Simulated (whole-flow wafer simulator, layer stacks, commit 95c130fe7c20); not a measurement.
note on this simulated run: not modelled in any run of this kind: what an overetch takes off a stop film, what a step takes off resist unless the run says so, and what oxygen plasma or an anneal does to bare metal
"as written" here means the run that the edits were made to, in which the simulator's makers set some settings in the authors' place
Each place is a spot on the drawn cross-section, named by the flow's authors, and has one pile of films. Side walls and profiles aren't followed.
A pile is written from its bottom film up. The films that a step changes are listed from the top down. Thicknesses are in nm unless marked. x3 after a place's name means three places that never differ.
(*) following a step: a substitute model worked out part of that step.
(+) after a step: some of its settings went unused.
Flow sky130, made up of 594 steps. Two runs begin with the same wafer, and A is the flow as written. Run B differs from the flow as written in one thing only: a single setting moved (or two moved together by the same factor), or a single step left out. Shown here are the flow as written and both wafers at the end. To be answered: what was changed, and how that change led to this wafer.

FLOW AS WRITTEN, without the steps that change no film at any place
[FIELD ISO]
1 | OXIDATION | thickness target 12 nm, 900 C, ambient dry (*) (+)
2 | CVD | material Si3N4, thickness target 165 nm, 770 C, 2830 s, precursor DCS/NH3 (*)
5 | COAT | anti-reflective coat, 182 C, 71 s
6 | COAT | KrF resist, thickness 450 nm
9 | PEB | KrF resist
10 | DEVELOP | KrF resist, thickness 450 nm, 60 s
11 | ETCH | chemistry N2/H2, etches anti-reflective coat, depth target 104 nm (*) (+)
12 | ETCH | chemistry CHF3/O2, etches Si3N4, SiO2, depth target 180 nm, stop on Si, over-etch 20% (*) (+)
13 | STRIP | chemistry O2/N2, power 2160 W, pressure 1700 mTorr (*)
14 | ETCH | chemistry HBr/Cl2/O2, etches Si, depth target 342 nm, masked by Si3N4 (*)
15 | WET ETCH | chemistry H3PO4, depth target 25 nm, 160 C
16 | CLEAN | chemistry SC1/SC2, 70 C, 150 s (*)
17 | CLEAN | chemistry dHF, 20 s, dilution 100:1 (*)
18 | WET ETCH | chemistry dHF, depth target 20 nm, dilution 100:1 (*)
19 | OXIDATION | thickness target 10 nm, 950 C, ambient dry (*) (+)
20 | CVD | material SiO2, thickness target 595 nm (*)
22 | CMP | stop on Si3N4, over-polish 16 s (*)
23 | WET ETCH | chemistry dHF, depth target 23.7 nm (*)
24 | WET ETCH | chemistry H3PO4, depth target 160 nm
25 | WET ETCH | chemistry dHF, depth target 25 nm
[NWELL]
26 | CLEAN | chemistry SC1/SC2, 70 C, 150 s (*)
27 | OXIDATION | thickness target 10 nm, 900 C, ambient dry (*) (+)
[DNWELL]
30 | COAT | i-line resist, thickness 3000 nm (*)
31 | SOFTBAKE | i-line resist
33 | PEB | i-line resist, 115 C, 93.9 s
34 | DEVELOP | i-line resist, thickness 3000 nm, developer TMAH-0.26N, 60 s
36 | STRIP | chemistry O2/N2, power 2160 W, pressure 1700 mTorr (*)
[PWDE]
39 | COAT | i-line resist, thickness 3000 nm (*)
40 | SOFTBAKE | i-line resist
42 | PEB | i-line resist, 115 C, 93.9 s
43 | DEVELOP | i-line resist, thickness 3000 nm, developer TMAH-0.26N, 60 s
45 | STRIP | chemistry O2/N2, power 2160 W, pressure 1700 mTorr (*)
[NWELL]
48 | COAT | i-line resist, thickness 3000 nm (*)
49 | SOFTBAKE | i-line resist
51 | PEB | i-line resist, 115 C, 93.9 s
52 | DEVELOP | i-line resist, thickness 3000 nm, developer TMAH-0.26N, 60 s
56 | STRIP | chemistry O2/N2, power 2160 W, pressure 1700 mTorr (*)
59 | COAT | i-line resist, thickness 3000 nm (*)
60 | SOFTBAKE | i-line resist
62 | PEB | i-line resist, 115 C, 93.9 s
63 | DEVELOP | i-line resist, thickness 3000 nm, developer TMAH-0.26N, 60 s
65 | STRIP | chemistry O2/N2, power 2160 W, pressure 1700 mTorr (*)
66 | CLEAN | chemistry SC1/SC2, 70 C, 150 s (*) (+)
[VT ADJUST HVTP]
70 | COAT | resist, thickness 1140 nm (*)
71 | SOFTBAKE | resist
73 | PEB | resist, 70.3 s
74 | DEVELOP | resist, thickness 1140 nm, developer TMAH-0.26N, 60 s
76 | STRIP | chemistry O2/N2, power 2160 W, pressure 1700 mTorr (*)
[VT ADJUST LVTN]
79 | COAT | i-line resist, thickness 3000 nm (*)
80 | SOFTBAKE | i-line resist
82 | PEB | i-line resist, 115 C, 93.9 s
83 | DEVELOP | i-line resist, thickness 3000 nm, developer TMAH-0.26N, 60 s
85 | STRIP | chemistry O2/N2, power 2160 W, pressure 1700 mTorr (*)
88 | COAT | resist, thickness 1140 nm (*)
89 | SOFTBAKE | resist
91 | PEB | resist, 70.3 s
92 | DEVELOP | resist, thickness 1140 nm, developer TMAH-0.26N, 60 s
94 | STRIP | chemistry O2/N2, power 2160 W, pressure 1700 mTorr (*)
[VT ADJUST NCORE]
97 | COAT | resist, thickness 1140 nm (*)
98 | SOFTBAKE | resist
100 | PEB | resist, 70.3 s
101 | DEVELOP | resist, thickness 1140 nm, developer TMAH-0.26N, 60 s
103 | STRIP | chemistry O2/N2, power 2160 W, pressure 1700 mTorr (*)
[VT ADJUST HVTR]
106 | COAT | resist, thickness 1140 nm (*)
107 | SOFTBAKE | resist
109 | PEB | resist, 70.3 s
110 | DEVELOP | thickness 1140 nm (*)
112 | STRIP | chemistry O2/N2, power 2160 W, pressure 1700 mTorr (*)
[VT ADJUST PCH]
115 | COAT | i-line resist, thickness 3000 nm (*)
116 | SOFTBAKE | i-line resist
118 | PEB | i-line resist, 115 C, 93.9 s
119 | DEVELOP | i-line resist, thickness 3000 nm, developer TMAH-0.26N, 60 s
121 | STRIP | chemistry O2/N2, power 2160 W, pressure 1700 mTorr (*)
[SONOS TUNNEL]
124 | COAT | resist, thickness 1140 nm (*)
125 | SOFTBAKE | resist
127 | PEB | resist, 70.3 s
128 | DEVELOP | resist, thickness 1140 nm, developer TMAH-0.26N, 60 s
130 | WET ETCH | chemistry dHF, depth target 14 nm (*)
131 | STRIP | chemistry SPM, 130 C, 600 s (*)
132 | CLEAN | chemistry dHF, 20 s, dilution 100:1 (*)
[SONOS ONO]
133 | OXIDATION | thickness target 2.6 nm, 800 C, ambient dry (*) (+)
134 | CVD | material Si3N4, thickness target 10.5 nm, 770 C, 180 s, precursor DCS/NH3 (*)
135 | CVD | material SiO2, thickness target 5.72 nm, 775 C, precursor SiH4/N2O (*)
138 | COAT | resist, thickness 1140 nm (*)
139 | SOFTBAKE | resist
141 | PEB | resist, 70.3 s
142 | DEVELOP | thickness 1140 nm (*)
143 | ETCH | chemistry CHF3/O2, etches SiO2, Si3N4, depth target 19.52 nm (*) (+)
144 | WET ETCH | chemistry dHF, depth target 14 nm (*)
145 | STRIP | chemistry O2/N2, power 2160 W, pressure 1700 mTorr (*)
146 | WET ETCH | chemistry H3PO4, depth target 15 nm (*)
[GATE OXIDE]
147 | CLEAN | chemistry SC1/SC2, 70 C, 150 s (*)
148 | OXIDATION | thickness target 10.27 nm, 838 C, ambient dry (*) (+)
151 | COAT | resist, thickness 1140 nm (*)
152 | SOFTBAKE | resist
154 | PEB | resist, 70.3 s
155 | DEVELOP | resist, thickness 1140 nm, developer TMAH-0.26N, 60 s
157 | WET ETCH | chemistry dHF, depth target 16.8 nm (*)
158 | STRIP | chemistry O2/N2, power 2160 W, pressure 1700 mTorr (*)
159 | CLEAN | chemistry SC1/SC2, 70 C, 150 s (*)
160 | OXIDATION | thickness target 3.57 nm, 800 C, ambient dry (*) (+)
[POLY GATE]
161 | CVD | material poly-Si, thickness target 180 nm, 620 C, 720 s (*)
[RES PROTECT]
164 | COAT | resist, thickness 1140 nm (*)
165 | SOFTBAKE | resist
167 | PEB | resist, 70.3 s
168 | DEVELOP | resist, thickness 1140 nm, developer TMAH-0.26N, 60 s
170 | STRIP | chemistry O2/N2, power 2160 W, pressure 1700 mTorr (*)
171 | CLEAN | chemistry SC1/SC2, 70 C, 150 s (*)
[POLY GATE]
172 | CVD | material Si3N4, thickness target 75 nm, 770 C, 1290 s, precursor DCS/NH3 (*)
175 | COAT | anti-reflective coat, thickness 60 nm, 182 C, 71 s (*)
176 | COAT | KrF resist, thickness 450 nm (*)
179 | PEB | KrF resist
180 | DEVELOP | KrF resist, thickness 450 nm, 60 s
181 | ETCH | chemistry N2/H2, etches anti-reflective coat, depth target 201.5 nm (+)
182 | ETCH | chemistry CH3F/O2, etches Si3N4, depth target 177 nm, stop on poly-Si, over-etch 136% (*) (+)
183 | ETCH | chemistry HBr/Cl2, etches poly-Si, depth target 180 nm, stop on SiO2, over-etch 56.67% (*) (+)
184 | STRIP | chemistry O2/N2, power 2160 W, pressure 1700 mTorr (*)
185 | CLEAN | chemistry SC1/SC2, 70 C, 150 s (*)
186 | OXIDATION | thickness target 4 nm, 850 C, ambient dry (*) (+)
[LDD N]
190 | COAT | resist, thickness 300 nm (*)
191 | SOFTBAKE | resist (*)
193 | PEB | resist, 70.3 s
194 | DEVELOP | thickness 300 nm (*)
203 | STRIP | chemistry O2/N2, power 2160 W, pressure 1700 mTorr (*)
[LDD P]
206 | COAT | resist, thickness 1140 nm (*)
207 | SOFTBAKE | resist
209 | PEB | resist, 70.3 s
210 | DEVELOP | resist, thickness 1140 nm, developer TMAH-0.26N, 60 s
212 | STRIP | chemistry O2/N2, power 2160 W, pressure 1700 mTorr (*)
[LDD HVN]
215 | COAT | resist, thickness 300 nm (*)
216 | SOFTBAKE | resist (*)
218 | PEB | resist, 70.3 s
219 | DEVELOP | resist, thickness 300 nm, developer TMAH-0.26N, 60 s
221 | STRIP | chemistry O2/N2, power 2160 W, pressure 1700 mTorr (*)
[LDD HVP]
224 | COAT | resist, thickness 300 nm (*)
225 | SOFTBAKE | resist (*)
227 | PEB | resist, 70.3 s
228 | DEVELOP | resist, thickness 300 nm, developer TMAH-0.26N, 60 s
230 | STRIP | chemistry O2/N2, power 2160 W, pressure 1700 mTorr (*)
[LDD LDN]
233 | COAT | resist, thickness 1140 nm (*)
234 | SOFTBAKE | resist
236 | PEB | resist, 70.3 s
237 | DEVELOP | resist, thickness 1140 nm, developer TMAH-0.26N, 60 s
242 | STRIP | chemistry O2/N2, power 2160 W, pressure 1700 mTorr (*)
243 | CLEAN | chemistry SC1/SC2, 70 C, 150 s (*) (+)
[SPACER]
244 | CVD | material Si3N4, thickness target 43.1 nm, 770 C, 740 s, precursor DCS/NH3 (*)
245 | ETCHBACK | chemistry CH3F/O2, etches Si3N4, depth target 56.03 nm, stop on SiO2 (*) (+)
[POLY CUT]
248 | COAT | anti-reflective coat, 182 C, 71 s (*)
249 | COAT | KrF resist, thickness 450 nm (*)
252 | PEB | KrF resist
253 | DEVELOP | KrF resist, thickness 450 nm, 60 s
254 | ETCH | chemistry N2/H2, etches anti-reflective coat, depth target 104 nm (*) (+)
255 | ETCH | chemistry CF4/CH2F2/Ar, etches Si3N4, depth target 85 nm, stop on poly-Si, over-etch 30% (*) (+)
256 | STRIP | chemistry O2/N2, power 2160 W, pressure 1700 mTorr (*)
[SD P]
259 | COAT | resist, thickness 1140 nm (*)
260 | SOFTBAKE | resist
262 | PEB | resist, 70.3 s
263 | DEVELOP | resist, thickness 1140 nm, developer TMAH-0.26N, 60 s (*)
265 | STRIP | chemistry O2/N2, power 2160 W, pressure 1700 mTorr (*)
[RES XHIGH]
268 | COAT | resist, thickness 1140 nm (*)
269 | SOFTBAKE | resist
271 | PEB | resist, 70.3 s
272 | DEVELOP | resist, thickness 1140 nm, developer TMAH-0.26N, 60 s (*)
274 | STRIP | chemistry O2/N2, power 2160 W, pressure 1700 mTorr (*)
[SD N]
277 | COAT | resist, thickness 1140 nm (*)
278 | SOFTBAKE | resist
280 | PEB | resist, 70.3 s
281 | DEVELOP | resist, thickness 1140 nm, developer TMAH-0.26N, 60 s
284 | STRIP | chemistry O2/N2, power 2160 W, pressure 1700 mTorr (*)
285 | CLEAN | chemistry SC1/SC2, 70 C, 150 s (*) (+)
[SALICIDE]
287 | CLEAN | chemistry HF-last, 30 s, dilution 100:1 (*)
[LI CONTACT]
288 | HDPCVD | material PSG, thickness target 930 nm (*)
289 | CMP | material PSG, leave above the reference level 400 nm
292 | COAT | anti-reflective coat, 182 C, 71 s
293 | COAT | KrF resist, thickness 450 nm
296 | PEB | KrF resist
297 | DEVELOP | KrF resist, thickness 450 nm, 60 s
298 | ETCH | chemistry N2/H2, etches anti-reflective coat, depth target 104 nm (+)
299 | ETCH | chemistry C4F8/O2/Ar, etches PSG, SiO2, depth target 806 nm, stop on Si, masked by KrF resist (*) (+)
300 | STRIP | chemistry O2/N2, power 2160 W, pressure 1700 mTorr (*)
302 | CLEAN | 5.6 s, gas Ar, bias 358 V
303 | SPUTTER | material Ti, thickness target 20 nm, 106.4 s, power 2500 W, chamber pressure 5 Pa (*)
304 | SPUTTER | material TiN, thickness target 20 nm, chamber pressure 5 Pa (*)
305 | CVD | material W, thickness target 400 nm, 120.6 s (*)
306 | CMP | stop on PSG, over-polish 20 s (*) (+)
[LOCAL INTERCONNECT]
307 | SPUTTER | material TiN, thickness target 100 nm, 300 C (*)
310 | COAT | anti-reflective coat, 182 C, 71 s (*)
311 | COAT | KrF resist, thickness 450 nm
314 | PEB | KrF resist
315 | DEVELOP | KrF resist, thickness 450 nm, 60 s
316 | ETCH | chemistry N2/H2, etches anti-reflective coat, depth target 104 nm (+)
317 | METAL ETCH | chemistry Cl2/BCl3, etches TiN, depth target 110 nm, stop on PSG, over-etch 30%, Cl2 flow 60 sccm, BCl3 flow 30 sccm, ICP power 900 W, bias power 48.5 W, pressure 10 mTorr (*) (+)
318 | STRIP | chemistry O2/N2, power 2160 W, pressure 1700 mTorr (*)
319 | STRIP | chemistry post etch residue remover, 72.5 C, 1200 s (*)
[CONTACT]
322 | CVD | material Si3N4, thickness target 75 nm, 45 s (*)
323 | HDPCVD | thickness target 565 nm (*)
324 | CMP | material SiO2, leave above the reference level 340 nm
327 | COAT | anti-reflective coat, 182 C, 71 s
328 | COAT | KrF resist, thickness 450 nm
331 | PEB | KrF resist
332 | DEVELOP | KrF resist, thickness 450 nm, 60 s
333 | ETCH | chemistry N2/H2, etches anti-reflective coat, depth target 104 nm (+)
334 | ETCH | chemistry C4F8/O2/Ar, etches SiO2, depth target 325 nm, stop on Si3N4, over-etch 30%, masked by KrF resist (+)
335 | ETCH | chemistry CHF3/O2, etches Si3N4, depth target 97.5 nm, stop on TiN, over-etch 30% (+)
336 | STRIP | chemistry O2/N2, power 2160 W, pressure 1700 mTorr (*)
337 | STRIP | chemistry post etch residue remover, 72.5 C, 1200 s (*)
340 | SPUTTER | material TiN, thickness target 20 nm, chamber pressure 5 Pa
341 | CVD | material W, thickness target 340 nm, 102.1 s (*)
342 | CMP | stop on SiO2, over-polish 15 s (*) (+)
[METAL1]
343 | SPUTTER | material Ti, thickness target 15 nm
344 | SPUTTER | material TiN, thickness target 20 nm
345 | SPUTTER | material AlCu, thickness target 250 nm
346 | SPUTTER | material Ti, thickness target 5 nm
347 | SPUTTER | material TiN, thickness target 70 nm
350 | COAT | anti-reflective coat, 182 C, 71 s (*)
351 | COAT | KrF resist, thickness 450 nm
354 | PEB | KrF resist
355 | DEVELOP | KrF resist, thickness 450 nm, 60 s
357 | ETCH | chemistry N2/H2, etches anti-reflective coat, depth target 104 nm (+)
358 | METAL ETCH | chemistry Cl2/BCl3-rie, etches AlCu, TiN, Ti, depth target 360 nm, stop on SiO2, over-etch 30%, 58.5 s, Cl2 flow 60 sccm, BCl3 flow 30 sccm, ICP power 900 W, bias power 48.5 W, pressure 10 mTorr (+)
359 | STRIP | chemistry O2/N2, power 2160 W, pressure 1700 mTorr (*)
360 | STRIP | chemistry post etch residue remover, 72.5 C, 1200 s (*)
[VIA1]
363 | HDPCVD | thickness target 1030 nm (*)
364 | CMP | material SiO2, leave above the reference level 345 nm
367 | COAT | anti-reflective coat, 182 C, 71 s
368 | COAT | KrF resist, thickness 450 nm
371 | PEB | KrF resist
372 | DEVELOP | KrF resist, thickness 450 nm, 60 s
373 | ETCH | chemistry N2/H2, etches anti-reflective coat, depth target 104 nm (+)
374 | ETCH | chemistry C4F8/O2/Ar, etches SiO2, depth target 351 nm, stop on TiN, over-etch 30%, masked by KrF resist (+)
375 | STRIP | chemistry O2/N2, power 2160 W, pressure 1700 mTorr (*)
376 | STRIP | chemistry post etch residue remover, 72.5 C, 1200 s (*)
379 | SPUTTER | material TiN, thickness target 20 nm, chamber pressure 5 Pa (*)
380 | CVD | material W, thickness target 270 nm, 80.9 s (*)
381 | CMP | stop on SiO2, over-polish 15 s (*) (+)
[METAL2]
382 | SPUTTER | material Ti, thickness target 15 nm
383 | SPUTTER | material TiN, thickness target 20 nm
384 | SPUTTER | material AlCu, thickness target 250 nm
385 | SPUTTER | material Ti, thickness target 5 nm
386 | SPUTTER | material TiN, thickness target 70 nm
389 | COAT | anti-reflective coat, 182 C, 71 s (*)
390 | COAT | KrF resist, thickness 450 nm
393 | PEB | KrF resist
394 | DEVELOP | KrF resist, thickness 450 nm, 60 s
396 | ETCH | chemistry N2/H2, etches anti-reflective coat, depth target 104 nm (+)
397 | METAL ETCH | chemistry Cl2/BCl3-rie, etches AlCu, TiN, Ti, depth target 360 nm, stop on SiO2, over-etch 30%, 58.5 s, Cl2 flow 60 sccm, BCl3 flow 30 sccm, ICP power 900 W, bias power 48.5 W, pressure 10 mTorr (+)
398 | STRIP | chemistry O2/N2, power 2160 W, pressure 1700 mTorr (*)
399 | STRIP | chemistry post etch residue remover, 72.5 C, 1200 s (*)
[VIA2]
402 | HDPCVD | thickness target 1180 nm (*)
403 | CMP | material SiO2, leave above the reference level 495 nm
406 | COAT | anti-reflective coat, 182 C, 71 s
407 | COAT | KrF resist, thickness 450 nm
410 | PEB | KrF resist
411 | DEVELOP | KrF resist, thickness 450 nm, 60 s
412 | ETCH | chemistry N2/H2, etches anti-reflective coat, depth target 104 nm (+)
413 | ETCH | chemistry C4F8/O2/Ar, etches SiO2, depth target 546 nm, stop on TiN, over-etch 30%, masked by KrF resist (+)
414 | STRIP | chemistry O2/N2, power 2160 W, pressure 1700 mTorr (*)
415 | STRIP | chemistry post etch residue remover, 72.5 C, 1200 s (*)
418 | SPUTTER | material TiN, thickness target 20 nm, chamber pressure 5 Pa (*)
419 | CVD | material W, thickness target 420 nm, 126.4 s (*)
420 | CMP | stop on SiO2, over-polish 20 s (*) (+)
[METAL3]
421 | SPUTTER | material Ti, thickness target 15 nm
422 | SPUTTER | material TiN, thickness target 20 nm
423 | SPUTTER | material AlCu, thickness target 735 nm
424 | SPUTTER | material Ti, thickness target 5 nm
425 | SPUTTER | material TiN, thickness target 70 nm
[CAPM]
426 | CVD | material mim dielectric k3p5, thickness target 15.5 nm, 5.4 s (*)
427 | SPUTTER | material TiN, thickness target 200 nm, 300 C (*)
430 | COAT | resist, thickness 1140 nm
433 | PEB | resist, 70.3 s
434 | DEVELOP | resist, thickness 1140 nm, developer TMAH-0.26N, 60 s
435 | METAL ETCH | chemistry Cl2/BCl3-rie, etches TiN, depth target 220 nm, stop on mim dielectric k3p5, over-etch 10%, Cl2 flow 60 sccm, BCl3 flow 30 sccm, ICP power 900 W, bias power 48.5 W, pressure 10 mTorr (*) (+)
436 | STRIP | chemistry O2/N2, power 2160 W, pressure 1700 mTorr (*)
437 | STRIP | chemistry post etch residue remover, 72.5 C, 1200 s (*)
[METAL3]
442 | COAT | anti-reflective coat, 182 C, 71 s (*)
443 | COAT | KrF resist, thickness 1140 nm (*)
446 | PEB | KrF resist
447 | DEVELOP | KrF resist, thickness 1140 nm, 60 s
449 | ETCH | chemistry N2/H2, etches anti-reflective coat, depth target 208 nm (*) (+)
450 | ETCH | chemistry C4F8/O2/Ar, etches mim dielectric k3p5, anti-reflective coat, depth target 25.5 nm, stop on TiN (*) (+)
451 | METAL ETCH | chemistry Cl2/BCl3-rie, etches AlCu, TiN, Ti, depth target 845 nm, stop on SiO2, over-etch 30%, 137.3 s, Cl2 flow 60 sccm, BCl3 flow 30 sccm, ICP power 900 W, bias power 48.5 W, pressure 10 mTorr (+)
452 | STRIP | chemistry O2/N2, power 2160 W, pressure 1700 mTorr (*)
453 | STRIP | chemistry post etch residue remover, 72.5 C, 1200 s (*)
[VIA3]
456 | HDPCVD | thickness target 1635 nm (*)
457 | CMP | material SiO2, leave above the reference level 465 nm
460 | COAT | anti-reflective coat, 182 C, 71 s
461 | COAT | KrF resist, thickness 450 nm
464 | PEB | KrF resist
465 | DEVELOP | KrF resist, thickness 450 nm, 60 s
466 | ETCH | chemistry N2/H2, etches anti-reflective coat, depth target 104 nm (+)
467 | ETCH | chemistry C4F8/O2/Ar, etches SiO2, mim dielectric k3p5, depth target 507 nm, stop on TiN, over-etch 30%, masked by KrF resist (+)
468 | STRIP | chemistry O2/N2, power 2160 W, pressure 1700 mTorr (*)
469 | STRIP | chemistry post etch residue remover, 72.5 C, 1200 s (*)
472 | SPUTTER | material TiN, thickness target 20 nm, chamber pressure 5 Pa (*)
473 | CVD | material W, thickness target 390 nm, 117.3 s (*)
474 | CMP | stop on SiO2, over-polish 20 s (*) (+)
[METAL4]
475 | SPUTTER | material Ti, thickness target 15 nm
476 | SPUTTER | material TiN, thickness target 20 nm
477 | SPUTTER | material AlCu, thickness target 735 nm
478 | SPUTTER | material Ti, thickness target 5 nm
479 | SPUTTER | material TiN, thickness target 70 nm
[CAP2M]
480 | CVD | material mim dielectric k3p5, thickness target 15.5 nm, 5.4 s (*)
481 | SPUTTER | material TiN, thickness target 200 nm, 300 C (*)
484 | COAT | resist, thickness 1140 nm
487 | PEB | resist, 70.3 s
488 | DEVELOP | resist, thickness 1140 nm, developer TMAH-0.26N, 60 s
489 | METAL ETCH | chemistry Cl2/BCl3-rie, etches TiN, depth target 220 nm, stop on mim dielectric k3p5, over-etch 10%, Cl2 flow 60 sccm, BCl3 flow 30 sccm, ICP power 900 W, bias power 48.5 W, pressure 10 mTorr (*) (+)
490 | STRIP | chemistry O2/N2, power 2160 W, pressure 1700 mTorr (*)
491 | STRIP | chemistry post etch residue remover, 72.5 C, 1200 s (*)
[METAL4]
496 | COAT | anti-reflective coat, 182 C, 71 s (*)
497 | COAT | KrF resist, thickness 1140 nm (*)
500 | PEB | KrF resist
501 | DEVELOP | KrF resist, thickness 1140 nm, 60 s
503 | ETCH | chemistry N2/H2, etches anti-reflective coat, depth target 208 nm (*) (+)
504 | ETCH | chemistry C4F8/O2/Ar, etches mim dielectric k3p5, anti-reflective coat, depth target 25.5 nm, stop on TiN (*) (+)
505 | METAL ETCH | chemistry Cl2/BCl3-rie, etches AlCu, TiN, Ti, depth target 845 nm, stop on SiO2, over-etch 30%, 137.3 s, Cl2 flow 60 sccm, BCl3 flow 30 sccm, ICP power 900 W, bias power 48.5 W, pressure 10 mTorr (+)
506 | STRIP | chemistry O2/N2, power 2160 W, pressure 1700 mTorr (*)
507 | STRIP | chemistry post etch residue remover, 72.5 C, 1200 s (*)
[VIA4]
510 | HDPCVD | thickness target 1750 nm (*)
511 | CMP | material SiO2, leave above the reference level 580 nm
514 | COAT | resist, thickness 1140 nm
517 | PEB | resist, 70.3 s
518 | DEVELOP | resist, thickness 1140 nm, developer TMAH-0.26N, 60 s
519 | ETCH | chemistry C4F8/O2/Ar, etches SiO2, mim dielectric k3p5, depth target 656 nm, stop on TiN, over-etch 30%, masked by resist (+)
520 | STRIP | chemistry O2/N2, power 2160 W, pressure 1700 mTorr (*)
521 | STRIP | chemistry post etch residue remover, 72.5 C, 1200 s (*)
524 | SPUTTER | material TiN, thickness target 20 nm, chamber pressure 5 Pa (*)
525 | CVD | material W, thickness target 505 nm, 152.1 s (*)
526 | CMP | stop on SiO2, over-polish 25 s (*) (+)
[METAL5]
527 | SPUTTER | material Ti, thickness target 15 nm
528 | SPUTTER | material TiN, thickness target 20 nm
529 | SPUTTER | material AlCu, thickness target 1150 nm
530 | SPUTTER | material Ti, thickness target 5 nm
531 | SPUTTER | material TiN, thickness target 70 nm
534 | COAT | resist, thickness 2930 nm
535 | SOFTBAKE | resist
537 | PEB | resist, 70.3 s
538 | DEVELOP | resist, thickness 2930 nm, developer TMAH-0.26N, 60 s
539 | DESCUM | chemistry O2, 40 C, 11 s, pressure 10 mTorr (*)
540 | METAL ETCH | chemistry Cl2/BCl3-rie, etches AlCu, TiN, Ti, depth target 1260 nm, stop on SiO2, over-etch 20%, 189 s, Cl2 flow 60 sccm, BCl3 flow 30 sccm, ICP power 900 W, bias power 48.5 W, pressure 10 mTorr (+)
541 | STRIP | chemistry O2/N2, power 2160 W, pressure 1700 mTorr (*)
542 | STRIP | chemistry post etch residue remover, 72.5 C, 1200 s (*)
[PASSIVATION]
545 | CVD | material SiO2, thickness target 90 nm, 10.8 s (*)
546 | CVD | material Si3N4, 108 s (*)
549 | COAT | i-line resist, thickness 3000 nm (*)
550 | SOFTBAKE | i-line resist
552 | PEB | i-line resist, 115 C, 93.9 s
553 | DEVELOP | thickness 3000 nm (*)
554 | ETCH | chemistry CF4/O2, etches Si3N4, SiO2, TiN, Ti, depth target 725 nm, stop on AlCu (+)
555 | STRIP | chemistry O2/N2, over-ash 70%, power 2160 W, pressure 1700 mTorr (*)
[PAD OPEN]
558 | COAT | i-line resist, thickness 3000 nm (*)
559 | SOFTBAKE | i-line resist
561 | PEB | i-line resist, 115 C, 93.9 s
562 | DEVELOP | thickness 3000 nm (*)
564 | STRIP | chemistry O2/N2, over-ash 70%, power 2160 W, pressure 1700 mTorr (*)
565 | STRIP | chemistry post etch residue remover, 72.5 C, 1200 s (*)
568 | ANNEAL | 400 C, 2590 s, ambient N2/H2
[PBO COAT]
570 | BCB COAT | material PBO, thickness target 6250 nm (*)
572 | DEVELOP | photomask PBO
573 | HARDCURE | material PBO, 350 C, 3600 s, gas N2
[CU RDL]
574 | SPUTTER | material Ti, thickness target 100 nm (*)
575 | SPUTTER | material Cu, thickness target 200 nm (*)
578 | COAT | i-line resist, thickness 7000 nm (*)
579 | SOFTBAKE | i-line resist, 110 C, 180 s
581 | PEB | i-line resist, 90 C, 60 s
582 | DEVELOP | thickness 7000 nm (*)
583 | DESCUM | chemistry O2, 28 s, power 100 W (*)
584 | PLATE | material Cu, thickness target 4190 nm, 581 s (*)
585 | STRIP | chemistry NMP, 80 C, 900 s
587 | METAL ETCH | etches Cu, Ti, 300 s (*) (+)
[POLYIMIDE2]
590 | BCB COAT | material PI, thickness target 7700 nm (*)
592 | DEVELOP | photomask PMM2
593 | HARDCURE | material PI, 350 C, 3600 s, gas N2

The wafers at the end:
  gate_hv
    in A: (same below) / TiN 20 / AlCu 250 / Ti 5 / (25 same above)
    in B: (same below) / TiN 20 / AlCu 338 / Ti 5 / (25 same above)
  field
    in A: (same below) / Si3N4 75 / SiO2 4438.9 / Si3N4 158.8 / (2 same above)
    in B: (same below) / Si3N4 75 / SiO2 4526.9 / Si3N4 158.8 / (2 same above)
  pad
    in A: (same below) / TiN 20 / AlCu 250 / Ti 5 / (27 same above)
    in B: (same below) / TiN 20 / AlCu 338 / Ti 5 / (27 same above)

The reason: step 345, SPUTTER: thickness target 338 nm was run, whereas the flow has thickness target 250 nm.
One can read it off the wafer: gate_hv has AlCu 338, and step 345 as written asks for 250 nm.

The path from the change to this, step by step:
  345 | SPUTTER | material AlCu, thickness target 250 nm
      field, active, n_well and 188 more: A AlCu gains 250 (new film) | B AlCu gains 338 (new film)
  358 | METAL ETCH | chemistry Cl2/BCl3-rie, etches AlCu, TiN, Ti, depth target 360 nm, stop on SiO2, over-etch 30%, 58.5 s, Cl2 flow 60 sccm, BCl3 flow 30 sccm, ICP power 900 W, bias power 48.5 W, pressure 10 mTorr (+)
      field, active, gate and 81 more: A TiN loses 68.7 (all of it), Ti loses 5 (all of it), AlCu loses 250 (all of it), TiN loses 20 (all of it), Ti loses 15 (all of it), SiO2 loses 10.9 | B TiN loses 68.7 (all of it), Ti loses 5 (all of it), AlCu loses 338 (all of it), TiN loses 20 (all of it), Ti loses 15 (all of it), SiO2 loses 2.13
  364 | CMP | material SiO2, leave above the reference level 345 nm
      field, active, gate and 81 more: A SiO2 loses 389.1 | B SiO2 loses 309.9
